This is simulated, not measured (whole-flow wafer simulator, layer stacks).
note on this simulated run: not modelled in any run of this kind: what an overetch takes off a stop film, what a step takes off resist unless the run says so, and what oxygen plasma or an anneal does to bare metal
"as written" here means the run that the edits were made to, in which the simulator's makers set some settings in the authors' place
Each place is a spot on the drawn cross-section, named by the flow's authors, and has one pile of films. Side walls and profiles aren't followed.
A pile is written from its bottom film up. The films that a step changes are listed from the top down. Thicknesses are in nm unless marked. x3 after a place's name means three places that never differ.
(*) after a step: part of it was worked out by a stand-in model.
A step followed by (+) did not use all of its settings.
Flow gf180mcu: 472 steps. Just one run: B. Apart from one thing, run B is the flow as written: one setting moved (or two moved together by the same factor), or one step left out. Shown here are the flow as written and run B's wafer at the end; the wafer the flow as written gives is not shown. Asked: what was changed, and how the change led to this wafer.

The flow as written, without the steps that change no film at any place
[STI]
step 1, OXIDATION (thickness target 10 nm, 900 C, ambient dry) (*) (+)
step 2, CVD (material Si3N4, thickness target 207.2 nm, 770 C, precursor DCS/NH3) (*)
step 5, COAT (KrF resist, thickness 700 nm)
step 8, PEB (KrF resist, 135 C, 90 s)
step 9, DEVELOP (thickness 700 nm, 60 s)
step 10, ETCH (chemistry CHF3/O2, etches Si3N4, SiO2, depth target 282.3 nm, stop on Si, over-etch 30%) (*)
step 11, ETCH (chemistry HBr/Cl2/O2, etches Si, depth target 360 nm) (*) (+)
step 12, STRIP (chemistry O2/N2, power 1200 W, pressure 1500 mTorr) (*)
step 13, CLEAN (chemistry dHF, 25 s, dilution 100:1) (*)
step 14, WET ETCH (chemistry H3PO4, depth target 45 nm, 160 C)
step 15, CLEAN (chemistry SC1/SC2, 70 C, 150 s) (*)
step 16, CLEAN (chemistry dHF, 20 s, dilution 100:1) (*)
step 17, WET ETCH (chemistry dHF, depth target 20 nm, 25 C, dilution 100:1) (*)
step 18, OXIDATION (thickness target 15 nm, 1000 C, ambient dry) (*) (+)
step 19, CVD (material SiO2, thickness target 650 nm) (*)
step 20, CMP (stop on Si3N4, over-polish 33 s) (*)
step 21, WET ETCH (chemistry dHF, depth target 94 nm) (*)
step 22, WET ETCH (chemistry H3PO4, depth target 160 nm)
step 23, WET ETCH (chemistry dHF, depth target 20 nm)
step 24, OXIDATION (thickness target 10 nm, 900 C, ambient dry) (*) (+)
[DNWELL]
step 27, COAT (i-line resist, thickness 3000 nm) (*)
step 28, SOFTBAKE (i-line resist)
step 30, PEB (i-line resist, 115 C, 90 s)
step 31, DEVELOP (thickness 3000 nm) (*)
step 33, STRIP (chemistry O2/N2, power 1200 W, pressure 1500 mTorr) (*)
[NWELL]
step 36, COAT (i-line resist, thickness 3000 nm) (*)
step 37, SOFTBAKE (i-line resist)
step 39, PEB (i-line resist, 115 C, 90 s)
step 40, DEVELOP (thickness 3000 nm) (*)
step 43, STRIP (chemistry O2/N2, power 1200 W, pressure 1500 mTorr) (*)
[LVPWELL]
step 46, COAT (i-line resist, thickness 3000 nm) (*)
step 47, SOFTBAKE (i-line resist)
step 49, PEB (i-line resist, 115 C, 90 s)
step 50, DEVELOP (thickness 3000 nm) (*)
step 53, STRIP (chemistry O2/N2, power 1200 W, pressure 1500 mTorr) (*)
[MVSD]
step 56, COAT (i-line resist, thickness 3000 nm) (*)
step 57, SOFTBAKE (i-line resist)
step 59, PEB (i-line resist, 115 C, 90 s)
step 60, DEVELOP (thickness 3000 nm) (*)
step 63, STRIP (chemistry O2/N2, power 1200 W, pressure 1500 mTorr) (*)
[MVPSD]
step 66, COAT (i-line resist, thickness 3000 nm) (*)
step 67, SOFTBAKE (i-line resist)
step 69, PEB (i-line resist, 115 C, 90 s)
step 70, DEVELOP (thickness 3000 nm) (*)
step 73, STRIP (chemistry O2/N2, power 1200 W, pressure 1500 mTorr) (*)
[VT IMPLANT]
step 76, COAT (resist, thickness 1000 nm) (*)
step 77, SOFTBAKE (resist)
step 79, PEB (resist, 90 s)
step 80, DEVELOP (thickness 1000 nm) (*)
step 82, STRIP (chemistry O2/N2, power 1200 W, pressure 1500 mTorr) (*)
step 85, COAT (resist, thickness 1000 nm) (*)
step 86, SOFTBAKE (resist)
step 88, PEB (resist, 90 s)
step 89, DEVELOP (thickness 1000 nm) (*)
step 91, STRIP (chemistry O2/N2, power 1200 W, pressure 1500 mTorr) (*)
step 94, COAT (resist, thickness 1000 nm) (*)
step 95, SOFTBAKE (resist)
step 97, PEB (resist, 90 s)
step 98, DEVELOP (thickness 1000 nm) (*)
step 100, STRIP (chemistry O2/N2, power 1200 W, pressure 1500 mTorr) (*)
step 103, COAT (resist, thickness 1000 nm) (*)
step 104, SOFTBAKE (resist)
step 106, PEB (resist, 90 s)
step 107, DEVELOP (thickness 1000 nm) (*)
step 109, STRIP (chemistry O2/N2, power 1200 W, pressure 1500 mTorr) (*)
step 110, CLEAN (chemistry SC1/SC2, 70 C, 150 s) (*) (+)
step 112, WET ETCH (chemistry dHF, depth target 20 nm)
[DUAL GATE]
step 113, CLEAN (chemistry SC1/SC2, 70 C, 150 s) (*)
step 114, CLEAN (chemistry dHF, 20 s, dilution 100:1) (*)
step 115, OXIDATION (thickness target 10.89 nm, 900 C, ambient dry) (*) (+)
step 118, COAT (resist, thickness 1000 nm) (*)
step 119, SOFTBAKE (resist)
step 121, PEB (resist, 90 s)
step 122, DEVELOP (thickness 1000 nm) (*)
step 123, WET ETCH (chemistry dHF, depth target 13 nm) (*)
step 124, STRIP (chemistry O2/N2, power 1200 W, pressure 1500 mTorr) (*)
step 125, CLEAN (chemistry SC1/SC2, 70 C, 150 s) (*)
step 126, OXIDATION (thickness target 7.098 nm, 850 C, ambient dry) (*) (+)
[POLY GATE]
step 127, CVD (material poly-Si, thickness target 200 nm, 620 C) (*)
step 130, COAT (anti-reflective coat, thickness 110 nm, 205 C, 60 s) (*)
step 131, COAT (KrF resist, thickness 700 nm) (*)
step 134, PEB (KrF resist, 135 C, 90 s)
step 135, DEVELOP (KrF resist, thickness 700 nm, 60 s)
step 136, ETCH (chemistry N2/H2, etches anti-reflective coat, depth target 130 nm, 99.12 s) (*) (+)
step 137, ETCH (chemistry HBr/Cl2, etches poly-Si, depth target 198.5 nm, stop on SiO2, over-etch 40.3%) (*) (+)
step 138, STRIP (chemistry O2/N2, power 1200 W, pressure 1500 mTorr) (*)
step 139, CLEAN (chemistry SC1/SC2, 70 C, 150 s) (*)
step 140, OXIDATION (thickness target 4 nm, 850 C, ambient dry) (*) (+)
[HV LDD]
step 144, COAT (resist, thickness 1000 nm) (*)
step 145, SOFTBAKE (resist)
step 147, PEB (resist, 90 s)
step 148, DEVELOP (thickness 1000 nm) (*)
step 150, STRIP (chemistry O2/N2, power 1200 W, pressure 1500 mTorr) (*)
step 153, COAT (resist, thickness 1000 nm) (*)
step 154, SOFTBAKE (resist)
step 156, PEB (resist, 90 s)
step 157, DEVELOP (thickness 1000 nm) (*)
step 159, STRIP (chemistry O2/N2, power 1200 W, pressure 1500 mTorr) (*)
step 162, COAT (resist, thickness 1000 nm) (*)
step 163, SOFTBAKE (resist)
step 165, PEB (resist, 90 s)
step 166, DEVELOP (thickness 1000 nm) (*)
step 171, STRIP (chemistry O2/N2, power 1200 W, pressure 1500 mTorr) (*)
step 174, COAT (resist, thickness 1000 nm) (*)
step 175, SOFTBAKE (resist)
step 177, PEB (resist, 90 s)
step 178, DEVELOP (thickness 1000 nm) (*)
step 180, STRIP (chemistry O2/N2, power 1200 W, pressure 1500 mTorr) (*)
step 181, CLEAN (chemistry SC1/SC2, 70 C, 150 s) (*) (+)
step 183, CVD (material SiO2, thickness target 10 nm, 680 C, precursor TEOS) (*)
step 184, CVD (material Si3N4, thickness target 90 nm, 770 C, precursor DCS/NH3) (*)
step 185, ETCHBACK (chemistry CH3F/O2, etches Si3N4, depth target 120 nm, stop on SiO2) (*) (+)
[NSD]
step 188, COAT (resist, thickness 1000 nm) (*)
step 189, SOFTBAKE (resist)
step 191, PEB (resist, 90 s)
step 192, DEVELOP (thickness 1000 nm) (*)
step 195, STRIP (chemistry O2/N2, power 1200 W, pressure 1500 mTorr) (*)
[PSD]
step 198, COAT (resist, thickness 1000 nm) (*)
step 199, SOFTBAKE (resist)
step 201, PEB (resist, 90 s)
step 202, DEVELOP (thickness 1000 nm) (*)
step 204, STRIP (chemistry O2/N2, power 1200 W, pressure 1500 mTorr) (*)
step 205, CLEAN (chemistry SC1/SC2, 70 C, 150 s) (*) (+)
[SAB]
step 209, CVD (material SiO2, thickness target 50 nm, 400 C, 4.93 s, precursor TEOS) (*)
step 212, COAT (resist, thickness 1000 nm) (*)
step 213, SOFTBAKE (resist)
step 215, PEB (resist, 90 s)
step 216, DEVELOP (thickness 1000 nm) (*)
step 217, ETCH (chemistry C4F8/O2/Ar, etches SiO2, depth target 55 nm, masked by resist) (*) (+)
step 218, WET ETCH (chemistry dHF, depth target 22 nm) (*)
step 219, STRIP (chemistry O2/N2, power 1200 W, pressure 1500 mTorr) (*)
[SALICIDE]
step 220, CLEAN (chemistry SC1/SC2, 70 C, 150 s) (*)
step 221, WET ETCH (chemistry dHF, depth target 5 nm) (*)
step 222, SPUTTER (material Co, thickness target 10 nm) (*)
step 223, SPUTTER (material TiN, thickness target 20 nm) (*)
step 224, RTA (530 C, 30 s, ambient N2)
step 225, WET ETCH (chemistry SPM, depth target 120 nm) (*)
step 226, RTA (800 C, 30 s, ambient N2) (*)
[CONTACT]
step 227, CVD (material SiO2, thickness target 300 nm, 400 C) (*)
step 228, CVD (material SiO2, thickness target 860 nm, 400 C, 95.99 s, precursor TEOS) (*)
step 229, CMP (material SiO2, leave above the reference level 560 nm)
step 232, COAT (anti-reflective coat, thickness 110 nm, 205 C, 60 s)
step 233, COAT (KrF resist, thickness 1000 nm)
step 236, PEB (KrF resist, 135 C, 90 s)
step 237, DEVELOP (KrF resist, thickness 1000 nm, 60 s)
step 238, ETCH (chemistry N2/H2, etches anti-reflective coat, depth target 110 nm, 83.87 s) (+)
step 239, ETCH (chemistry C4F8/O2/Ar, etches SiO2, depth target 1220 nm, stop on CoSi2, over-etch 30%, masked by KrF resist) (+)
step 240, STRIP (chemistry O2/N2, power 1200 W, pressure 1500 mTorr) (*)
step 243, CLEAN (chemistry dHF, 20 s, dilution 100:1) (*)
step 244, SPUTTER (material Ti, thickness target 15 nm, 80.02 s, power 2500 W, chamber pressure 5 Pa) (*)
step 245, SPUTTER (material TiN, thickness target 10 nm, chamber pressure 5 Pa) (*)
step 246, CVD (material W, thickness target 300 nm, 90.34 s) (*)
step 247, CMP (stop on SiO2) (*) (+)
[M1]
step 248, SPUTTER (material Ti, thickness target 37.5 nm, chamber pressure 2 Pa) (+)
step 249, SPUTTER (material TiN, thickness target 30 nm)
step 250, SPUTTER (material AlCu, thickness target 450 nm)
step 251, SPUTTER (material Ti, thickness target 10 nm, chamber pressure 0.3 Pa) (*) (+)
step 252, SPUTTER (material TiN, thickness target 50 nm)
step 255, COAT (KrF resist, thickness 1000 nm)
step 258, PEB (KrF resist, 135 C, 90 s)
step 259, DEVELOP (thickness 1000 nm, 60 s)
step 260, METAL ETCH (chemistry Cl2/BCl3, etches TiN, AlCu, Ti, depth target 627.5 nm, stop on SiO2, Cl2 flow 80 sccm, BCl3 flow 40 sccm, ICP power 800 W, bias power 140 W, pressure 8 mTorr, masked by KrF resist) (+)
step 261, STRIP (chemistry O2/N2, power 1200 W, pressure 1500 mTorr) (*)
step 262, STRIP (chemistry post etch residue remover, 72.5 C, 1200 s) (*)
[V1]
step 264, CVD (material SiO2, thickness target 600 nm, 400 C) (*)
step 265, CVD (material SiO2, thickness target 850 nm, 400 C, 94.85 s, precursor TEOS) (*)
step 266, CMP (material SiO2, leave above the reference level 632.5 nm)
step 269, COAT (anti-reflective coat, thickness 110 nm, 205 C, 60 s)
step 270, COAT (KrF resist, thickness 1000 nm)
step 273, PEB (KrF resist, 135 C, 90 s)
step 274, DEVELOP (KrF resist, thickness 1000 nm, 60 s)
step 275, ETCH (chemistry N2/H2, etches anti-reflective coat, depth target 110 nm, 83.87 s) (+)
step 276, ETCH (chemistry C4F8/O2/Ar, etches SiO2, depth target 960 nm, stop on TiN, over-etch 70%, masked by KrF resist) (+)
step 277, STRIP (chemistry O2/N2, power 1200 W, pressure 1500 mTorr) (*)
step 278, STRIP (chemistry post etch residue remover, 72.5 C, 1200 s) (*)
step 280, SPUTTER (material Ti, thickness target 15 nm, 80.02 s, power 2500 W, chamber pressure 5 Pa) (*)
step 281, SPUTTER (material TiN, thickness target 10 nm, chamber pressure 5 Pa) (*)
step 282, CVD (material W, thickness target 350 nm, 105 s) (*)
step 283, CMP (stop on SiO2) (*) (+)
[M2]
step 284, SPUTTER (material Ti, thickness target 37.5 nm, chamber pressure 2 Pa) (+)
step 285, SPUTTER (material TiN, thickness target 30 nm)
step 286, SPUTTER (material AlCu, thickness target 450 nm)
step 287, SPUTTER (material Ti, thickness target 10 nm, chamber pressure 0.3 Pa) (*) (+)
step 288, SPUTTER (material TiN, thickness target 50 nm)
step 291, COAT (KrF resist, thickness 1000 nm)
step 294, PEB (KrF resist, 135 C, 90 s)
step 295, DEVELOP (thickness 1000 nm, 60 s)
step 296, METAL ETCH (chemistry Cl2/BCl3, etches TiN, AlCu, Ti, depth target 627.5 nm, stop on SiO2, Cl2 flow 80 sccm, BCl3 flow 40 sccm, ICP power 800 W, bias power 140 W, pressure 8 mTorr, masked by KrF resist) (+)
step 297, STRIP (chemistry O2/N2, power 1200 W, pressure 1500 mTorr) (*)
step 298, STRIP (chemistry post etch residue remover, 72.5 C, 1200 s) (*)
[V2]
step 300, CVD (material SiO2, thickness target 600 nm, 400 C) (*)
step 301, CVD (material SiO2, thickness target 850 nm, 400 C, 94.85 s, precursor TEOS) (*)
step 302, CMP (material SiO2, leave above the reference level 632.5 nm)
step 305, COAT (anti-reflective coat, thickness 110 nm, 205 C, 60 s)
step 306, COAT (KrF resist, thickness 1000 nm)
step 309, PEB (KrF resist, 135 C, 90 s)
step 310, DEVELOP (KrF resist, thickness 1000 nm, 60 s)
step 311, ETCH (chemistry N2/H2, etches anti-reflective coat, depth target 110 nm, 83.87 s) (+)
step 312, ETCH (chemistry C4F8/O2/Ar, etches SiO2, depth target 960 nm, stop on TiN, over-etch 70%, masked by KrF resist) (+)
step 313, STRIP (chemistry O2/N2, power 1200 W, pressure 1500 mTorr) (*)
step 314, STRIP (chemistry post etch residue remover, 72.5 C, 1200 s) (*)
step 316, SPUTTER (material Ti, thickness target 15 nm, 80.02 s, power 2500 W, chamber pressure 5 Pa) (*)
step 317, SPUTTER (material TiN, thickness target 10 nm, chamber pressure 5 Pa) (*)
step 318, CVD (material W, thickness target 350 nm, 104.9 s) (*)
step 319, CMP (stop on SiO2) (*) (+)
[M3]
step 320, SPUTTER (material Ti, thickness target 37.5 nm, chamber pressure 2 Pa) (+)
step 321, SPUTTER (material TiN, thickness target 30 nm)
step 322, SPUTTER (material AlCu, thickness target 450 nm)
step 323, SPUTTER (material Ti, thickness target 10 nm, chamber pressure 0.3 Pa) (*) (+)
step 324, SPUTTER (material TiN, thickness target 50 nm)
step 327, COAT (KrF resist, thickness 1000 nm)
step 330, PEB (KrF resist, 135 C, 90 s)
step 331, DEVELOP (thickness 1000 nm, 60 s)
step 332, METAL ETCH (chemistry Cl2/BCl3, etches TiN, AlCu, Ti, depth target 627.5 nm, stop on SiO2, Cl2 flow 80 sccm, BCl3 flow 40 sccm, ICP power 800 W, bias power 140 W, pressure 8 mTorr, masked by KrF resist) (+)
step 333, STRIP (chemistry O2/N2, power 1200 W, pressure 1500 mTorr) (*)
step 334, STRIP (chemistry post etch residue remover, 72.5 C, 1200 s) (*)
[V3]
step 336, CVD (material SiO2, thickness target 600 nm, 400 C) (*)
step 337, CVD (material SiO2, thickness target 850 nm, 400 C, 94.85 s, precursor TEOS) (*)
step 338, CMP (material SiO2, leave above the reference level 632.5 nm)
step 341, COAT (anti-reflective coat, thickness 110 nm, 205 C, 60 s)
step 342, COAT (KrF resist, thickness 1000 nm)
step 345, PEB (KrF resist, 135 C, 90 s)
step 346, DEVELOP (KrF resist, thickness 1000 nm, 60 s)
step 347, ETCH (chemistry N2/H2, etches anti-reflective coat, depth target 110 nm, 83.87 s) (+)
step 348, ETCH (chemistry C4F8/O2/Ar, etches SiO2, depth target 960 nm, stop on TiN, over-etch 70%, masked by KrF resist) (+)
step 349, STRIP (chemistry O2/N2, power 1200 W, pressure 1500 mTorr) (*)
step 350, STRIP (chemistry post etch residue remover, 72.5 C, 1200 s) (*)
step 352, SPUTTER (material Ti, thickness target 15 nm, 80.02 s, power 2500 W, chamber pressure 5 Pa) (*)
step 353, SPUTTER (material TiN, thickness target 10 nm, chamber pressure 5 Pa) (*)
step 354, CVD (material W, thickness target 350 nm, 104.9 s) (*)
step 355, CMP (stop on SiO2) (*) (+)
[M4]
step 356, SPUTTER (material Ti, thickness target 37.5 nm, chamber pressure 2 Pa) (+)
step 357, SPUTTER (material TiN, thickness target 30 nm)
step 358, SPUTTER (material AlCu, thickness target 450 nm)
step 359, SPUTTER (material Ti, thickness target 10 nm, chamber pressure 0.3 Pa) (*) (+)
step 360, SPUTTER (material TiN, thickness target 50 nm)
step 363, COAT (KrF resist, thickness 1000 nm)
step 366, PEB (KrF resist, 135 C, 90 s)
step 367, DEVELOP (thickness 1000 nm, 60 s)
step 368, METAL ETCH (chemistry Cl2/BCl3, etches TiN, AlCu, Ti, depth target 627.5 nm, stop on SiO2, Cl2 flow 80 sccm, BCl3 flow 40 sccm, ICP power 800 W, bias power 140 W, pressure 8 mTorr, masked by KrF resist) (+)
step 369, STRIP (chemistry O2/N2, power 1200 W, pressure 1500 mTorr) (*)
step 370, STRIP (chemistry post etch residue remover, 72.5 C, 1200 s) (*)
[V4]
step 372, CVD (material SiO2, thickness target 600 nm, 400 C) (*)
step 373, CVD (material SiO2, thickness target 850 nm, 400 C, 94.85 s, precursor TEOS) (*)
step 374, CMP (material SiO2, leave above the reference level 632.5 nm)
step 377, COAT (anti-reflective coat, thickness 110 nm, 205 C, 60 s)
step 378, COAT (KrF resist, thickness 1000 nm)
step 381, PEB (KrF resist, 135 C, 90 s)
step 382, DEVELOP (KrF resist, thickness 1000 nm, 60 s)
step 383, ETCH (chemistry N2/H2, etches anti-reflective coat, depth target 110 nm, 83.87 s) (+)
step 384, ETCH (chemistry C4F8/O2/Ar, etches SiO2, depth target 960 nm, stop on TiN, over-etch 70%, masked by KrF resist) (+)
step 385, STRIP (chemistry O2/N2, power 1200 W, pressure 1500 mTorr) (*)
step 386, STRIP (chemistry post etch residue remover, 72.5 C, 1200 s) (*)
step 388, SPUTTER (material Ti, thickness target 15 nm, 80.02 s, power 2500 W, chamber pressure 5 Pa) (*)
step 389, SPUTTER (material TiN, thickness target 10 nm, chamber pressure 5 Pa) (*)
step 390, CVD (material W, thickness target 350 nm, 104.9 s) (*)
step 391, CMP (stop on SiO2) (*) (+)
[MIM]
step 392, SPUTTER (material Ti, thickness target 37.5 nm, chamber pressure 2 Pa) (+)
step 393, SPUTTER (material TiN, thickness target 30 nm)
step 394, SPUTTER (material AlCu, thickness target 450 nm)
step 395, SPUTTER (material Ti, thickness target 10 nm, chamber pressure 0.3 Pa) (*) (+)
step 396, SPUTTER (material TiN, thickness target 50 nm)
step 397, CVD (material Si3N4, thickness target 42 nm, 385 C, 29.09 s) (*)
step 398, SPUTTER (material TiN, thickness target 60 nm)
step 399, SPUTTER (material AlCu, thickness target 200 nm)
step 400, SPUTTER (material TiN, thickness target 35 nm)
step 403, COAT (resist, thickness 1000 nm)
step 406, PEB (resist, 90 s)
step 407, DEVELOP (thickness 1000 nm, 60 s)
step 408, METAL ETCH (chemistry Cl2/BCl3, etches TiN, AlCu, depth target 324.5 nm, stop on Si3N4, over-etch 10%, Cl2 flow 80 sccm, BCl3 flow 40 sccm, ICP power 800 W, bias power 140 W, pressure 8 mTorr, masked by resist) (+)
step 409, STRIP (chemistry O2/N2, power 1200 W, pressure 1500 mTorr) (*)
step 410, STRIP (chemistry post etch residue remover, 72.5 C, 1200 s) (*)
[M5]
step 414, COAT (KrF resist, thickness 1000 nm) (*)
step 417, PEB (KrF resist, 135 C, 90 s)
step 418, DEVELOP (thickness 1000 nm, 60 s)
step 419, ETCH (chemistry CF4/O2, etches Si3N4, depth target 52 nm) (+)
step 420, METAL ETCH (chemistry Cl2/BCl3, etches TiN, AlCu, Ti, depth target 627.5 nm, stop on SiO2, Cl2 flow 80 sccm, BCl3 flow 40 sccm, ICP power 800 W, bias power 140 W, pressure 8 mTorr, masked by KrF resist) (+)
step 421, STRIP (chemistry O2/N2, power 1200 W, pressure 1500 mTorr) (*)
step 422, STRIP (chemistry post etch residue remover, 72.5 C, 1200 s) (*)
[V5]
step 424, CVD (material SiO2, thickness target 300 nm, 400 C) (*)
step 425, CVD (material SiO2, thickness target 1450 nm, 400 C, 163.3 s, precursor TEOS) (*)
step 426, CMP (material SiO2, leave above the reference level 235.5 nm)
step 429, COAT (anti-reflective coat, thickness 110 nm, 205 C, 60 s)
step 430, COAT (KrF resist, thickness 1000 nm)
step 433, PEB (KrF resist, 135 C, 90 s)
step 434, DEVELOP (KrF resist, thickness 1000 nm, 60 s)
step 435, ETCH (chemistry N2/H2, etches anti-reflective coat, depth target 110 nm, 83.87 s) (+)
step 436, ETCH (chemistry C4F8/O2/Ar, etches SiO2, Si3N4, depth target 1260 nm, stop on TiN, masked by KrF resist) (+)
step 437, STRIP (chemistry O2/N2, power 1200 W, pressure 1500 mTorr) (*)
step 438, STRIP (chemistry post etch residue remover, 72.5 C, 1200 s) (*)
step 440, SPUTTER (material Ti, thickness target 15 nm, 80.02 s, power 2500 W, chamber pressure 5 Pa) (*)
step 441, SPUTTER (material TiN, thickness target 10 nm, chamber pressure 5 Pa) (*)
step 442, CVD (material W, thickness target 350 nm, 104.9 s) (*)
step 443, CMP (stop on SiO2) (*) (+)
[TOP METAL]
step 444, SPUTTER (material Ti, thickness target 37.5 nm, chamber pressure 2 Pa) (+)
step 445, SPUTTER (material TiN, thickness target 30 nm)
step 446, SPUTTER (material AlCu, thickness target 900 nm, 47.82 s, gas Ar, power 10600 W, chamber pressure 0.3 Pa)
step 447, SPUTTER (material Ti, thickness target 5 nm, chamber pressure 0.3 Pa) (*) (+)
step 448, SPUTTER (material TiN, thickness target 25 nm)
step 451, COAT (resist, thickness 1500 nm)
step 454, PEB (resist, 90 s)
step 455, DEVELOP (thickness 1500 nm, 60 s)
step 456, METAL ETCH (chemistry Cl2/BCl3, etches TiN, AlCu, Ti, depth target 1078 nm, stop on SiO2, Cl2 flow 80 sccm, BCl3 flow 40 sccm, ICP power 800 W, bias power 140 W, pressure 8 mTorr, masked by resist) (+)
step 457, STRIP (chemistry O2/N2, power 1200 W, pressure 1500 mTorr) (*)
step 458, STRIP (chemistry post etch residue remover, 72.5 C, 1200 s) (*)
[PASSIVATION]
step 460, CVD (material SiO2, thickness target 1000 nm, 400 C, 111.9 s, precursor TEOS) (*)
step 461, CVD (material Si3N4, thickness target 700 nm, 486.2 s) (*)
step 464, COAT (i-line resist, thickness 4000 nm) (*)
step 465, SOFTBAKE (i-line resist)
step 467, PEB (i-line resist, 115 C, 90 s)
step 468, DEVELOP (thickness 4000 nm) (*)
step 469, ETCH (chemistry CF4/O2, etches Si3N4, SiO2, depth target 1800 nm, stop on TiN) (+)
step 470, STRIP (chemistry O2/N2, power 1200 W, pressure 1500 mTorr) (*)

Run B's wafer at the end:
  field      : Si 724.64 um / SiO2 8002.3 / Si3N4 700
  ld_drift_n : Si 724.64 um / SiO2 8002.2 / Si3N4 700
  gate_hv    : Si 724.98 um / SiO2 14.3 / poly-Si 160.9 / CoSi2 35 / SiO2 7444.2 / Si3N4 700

What caused this: step 322, SPUTTER: thickness target 225 nm was run, though the flow has thickness target 450 nm.

The path from the change to this, step by step:
  step 322, SPUTTER (material AlCu, thickness target 450 nm)
      field, field__w1, field__w2 and 108 more: AlCu gains 225 (new film) (it would be, as written: AlCu gains 450 (new film))
  step 332, METAL ETCH (chemistry Cl2/BCl3, etches TiN, AlCu, Ti, depth target 627.5 nm, stop on SiO2, Cl2 flow 80 sccm, BCl3 flow 40 sccm, ICP power 800 W, bias power 140 W, pressure 8 mTorr, masked by KrF resist) (+)
      field, field__w1, field__w2 and 103 more: TiN loses 50 (all of it), Ti loses 10 (all of it), AlCu loses 225 (all of it), TiN loses 30 (all of it), Ti loses 37.5 (all of it) (it would be, as written: TiN loses 50 (all of it), Ti loses 10 (all of it), AlCu loses 450 (all of it), TiN loses 30 (all of it), Ti loses 37.5 (all of it))
      field__w8, contact, m1, m1__w1, m1_nw: KrF resist loses 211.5 (it would be, as written: KrF resist loses 251)
  step 333, STRIP (chemistry O2/N2, power 1200 W, pressure 1500 mTorr) (*)
      field__w8, contact, m1, m1__w1, m1_nw: KrF resist loses 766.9 (all of it) (it would be, as written: KrF resist loses 727.4 (all of it))
  step 338, CMP (material SiO2, leave above the reference level 632.5 nm)
      field, field__w1, field__w2 and 103 more: SiO2 loses 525 (it would be, as written: SiO2 loses 300)
